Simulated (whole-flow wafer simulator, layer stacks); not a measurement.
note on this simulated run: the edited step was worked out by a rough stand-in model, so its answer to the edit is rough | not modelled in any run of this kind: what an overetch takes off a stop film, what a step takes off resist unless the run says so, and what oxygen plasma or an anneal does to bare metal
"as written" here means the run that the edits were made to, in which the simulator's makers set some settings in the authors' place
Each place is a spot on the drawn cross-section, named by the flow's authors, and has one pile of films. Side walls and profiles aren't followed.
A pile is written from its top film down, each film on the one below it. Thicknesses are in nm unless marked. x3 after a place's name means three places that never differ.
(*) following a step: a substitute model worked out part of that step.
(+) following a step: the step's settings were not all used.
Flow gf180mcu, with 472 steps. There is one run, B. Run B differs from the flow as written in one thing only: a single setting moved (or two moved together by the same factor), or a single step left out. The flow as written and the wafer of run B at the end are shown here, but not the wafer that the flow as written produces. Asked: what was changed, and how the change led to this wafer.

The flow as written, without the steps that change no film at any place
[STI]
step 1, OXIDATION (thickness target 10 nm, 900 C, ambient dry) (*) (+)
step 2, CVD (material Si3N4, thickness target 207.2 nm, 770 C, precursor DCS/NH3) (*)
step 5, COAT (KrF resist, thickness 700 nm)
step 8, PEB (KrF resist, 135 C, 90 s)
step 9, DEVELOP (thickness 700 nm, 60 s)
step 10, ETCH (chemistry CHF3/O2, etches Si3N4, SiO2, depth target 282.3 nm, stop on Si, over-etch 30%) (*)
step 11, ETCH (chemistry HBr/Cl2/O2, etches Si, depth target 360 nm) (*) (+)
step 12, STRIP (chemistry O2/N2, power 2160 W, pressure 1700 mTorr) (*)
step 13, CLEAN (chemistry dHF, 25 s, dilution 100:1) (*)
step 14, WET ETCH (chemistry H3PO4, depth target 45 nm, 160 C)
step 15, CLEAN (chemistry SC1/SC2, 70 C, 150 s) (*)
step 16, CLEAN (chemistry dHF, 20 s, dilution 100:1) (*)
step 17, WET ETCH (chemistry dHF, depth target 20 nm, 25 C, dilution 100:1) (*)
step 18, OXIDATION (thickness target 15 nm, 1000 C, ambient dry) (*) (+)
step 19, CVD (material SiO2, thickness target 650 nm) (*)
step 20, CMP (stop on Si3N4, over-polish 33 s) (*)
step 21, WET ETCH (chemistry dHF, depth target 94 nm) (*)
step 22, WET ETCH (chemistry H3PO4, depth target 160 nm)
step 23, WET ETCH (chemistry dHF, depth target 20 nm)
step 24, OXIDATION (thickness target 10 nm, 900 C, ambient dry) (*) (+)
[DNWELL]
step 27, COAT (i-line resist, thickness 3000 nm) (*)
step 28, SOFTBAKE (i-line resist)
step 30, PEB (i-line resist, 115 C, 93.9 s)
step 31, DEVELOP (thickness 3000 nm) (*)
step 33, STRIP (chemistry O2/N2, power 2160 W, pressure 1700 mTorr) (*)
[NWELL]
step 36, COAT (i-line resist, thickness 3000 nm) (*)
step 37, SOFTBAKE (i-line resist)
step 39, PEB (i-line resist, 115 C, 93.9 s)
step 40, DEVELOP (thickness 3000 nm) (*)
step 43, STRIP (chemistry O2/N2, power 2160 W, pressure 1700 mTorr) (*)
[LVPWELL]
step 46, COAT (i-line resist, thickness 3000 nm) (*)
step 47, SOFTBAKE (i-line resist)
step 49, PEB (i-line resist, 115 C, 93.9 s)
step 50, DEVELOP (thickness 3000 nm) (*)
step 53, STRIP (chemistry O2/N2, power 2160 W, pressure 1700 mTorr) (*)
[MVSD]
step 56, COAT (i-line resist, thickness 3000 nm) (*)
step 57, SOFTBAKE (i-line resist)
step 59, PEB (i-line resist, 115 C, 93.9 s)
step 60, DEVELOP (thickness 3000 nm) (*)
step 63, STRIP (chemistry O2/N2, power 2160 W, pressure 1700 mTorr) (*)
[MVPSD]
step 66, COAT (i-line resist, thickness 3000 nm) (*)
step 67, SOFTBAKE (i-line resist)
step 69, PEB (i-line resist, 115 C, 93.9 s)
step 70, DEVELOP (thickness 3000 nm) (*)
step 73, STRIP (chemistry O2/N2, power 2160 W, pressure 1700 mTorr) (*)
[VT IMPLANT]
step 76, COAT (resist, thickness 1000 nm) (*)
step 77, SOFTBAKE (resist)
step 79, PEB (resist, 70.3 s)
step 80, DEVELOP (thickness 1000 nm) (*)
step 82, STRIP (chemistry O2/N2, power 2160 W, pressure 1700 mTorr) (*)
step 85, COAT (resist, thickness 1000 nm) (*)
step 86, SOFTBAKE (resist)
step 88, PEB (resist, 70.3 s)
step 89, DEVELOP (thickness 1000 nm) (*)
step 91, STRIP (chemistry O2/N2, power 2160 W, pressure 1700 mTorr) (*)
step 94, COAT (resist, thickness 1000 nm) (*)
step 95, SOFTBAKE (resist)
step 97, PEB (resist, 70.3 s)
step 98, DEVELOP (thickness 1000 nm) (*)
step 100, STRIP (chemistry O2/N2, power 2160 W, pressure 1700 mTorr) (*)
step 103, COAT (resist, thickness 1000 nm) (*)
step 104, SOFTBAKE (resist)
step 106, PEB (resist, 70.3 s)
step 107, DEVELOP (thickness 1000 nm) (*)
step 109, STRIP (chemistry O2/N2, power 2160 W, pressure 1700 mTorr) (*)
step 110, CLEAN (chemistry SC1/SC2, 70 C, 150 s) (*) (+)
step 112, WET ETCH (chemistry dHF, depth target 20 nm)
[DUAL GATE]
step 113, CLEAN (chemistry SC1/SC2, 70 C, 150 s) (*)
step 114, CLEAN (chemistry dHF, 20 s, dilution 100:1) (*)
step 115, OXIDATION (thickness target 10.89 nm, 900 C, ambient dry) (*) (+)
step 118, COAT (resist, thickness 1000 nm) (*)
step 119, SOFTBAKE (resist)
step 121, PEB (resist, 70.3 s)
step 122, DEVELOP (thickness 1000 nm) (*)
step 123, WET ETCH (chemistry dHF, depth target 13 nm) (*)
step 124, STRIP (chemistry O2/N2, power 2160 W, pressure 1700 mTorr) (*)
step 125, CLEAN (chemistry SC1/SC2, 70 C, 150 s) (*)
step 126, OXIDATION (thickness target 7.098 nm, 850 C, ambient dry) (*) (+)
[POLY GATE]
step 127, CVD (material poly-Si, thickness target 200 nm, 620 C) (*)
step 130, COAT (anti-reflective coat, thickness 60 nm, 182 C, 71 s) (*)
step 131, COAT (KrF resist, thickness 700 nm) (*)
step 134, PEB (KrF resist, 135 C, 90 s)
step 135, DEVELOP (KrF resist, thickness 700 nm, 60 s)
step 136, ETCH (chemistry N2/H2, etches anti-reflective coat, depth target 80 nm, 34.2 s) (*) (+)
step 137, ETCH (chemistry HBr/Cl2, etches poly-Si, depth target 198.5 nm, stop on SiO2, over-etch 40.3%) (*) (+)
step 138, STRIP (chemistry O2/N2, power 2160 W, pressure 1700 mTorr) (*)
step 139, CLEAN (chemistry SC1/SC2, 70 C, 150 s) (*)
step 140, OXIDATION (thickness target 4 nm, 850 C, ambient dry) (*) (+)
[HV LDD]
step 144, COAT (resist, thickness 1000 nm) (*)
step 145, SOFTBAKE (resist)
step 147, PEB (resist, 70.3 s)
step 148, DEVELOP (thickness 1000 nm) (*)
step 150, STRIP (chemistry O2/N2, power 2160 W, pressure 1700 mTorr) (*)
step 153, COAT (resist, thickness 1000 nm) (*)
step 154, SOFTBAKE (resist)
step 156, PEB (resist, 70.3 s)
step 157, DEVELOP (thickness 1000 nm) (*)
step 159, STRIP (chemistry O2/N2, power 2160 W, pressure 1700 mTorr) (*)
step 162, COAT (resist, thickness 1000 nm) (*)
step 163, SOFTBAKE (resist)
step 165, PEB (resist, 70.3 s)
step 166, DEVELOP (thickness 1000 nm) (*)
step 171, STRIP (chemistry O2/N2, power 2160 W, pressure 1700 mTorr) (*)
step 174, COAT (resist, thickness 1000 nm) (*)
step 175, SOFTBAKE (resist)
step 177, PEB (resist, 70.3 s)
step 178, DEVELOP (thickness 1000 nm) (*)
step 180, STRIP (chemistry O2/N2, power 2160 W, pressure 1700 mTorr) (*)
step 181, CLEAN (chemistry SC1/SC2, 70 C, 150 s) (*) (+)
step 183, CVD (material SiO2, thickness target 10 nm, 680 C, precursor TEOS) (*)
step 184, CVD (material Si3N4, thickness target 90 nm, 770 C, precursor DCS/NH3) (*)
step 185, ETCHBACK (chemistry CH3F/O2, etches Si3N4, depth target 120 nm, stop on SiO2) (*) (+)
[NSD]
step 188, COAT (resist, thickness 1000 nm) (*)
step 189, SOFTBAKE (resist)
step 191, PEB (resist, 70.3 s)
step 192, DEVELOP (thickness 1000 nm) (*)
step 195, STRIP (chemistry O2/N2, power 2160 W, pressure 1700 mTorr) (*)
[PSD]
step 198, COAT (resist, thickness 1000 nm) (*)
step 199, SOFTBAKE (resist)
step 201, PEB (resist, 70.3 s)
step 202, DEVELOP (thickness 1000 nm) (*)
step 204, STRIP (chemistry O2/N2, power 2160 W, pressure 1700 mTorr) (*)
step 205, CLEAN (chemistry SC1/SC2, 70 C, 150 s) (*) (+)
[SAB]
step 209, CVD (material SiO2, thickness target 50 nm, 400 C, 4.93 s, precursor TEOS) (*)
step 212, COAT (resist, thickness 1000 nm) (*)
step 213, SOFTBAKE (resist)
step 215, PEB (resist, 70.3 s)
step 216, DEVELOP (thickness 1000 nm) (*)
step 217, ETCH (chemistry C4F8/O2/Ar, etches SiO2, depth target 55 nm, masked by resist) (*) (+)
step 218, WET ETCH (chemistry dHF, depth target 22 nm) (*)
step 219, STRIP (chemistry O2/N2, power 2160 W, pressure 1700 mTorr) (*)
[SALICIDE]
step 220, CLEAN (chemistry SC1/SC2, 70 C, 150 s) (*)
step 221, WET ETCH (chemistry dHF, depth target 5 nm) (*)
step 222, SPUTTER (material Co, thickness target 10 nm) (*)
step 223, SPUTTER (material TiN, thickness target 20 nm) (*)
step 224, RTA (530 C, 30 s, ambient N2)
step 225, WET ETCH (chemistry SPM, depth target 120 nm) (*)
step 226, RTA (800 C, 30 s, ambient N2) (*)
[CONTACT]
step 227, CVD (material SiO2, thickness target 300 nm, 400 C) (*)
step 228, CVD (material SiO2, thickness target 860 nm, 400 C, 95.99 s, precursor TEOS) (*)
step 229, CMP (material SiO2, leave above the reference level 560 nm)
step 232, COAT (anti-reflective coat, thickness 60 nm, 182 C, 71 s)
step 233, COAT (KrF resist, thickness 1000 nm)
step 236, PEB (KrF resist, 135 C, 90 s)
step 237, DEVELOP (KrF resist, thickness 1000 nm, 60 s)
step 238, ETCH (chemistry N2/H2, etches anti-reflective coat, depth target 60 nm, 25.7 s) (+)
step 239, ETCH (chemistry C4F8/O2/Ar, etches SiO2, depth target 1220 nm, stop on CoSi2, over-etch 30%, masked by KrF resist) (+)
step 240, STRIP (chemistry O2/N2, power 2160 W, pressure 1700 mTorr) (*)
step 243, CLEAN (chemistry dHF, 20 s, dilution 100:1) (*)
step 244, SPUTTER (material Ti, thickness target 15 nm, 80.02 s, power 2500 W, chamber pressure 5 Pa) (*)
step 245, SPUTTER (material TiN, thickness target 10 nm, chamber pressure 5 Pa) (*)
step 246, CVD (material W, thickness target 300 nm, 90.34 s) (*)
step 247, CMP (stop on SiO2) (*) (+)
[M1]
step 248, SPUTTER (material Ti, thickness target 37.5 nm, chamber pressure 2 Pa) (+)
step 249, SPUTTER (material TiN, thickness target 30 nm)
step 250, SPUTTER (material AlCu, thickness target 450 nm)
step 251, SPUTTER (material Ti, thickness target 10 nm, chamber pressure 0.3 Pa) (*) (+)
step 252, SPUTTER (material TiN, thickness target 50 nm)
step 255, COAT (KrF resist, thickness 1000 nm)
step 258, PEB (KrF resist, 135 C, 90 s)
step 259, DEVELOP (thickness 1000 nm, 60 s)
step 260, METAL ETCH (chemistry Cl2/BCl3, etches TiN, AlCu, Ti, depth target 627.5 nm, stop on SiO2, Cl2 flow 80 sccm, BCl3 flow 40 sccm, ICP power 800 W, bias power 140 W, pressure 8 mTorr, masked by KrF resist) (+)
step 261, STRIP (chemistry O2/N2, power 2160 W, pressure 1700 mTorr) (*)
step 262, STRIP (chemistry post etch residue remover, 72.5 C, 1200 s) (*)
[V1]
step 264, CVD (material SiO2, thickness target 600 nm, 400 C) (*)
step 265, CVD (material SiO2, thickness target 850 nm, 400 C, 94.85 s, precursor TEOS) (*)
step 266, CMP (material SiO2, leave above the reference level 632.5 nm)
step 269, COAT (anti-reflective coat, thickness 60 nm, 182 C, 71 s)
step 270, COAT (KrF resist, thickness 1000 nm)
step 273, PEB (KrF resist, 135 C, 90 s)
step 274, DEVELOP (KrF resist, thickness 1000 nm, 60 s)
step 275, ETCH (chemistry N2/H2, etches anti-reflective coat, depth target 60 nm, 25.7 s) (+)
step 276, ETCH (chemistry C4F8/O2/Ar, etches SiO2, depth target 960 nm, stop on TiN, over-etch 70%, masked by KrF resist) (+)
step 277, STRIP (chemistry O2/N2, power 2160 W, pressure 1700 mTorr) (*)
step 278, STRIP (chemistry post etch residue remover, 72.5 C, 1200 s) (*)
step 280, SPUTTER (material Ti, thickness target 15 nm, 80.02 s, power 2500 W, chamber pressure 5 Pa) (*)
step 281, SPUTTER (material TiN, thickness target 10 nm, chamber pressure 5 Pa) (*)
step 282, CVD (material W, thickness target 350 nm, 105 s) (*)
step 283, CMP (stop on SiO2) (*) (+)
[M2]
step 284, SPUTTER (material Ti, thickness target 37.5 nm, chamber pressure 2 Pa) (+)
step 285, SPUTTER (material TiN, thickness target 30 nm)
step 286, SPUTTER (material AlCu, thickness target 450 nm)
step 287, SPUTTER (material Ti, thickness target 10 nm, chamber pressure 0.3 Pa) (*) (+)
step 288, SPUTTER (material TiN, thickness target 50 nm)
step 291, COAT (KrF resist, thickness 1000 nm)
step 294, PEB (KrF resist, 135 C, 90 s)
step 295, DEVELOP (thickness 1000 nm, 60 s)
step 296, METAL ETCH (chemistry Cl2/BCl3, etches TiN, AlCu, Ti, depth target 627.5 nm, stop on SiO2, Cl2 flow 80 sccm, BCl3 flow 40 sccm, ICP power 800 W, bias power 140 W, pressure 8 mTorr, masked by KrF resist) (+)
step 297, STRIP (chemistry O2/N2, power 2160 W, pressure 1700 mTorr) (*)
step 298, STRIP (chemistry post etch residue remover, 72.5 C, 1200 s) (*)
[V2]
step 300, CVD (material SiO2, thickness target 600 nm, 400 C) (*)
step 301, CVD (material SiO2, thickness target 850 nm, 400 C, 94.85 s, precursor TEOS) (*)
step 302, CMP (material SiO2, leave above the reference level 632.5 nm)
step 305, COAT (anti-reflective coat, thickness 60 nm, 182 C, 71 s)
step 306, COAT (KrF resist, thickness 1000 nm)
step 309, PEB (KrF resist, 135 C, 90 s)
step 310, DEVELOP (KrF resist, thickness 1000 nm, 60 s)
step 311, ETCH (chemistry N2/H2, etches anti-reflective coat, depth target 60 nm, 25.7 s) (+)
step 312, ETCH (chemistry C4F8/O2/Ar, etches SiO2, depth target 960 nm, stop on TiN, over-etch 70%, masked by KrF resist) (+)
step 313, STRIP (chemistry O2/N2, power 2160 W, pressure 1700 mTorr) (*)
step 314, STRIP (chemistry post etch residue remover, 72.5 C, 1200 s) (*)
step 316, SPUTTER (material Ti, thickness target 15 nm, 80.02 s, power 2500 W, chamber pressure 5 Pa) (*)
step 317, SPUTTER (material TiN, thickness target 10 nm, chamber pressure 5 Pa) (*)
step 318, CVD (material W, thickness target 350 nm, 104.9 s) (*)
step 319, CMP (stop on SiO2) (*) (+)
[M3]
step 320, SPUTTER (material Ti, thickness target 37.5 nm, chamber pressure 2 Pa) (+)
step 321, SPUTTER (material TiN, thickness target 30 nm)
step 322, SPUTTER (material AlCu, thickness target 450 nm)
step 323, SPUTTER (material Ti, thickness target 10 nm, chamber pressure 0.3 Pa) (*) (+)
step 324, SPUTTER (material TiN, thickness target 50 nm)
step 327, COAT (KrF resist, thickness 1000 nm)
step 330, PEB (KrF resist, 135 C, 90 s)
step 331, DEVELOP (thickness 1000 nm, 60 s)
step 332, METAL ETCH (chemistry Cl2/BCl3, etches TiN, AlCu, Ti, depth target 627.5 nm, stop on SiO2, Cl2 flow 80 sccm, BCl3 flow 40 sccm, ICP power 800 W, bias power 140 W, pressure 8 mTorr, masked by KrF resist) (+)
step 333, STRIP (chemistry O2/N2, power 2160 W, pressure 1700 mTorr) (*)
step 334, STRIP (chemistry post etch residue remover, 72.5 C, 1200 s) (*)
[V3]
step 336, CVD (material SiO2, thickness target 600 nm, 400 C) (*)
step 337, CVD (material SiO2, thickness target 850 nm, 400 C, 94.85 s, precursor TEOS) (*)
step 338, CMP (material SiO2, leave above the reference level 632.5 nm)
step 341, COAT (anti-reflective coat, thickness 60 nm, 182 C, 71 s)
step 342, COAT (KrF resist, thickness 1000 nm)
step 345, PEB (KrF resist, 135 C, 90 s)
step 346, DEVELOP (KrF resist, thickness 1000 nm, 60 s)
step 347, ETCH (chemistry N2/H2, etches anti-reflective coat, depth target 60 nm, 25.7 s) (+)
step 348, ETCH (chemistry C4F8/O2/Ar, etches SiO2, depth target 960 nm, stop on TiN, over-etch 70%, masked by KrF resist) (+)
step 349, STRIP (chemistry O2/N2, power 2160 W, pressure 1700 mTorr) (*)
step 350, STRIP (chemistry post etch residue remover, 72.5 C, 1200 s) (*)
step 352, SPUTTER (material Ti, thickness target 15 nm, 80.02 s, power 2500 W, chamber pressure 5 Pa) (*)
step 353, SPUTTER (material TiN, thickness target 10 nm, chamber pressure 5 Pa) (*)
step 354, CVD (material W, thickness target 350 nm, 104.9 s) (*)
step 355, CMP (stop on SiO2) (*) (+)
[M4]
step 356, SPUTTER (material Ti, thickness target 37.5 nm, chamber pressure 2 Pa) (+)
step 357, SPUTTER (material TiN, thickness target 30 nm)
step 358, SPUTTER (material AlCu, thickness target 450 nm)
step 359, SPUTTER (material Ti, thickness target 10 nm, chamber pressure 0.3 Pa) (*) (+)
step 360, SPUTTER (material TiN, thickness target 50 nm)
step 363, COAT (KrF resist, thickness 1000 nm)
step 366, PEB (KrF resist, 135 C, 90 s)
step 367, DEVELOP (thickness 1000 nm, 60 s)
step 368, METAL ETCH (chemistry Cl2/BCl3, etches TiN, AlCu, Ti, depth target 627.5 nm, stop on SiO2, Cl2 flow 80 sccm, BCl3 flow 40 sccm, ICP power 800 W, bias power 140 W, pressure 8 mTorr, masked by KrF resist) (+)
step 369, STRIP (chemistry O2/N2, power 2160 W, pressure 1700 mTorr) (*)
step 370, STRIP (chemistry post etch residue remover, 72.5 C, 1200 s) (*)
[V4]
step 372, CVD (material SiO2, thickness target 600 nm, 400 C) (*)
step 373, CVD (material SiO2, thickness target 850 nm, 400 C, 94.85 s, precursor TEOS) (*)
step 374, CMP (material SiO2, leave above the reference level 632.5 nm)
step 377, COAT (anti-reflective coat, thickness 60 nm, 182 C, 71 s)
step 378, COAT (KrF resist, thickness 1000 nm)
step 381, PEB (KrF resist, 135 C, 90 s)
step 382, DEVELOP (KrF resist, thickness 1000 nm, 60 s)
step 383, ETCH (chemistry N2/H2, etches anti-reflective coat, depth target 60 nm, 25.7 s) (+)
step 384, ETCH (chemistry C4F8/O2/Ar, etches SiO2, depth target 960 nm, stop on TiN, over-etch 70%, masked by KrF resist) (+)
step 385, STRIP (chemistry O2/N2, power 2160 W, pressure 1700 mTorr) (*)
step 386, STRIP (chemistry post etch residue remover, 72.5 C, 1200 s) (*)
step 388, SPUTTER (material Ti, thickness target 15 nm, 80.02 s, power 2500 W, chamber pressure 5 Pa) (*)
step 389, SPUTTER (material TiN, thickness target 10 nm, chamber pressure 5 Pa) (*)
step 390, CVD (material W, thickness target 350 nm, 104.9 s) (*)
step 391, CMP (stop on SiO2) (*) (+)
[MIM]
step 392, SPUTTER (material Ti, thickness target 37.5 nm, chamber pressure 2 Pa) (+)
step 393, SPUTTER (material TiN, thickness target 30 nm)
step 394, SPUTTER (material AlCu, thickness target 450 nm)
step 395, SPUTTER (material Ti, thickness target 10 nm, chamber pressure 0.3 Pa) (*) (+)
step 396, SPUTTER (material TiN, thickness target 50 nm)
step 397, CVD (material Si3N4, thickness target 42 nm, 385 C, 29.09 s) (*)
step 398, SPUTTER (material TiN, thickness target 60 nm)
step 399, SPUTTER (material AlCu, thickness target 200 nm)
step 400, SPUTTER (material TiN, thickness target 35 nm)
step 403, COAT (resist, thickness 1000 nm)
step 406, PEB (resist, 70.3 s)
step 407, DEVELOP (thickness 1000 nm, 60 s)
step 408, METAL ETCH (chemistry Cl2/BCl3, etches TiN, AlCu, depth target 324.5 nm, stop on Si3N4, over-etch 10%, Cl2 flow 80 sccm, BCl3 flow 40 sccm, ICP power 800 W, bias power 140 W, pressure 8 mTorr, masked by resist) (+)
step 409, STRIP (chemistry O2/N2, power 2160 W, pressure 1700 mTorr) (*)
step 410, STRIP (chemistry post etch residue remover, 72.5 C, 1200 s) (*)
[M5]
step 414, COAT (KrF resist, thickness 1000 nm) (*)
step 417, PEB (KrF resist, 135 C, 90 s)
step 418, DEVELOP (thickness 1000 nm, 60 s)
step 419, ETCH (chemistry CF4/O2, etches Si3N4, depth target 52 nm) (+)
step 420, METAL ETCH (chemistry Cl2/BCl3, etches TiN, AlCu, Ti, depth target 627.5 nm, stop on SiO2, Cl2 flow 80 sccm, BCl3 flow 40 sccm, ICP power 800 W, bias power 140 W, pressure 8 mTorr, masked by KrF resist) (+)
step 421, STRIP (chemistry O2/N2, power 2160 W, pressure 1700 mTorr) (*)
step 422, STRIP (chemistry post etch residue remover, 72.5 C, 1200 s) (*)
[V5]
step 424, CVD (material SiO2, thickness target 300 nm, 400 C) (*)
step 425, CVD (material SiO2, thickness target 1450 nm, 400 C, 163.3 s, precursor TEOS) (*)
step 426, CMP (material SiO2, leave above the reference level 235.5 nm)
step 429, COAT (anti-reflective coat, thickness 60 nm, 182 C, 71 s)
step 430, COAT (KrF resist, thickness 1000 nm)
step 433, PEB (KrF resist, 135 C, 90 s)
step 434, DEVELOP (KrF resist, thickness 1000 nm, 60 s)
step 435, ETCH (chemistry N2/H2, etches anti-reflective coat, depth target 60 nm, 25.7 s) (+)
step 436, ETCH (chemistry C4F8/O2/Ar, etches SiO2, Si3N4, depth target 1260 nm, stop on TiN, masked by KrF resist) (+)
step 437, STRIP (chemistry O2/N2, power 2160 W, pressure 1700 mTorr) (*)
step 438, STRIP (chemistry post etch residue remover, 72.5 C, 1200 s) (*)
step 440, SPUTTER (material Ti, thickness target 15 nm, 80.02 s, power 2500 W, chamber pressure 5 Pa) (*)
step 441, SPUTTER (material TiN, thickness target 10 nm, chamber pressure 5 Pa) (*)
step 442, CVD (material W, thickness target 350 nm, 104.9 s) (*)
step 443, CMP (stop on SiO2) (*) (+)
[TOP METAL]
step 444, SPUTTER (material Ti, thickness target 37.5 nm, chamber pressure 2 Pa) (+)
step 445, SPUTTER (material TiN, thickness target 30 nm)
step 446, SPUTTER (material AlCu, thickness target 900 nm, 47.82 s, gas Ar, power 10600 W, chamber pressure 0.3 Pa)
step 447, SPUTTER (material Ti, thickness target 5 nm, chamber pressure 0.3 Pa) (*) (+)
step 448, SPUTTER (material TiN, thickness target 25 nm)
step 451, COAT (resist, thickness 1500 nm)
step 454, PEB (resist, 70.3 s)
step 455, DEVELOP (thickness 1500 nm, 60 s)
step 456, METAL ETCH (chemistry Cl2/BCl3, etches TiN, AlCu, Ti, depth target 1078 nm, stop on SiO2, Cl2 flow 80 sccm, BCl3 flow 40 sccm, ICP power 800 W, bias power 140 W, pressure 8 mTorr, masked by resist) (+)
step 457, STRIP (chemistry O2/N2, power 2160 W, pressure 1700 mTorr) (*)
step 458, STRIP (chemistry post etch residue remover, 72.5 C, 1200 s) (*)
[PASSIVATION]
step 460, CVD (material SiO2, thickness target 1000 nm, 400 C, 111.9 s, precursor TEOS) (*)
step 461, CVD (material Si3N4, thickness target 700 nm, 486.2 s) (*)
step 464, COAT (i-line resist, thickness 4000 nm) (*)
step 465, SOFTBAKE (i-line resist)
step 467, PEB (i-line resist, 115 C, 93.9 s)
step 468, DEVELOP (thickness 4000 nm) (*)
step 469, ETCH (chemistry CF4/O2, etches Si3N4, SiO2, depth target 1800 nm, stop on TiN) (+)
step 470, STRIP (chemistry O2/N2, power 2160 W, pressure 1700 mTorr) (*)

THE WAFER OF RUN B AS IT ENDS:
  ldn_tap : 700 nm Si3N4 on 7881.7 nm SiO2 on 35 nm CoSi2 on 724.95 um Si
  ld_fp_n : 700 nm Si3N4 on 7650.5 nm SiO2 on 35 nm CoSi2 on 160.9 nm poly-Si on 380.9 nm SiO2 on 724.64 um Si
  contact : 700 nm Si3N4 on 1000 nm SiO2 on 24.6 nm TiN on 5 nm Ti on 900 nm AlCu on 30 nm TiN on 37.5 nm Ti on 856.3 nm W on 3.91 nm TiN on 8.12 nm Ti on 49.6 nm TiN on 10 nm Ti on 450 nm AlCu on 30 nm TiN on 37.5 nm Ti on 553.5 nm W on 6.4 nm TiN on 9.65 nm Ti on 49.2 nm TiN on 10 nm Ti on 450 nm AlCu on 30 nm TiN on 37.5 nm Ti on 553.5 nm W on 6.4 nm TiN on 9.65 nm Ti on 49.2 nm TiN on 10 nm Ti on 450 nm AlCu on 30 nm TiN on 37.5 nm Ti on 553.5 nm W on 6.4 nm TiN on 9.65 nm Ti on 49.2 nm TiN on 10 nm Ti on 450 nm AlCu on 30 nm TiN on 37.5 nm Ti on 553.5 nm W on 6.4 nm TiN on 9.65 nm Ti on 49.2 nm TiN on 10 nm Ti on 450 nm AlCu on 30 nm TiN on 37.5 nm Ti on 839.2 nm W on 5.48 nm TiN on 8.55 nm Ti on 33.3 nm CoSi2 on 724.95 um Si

What caused this: step 441, SPUTTER: thickness target 7.25 nm was run, while the flow as written has thickness target 10 nm.

How this came from the change, step by step:
  step 441, SPUTTER (material TiN, thickness target 10 nm, chamber pressure 5 Pa) (*)
      field, field__w1, field__w2 and 108 more: +7.25 TiN (new film) (it would be, as written: +10 TiN (new film))
      contact: +3.91 TiN (new film) (it would be, as written: +5.38 TiN (new film))
  step 443, CMP (stop on SiO2) (*) (+)
      field, field__w1, field__w2 and 108 more: -350 W (all of it), -7.25 TiN (all of it), -15 Ti (all of it), -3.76 SiO2 (it would be, as written: -350 W (all of it), -10 TiN (all of it), -15 Ti (all of it), -3.78 SiO2)
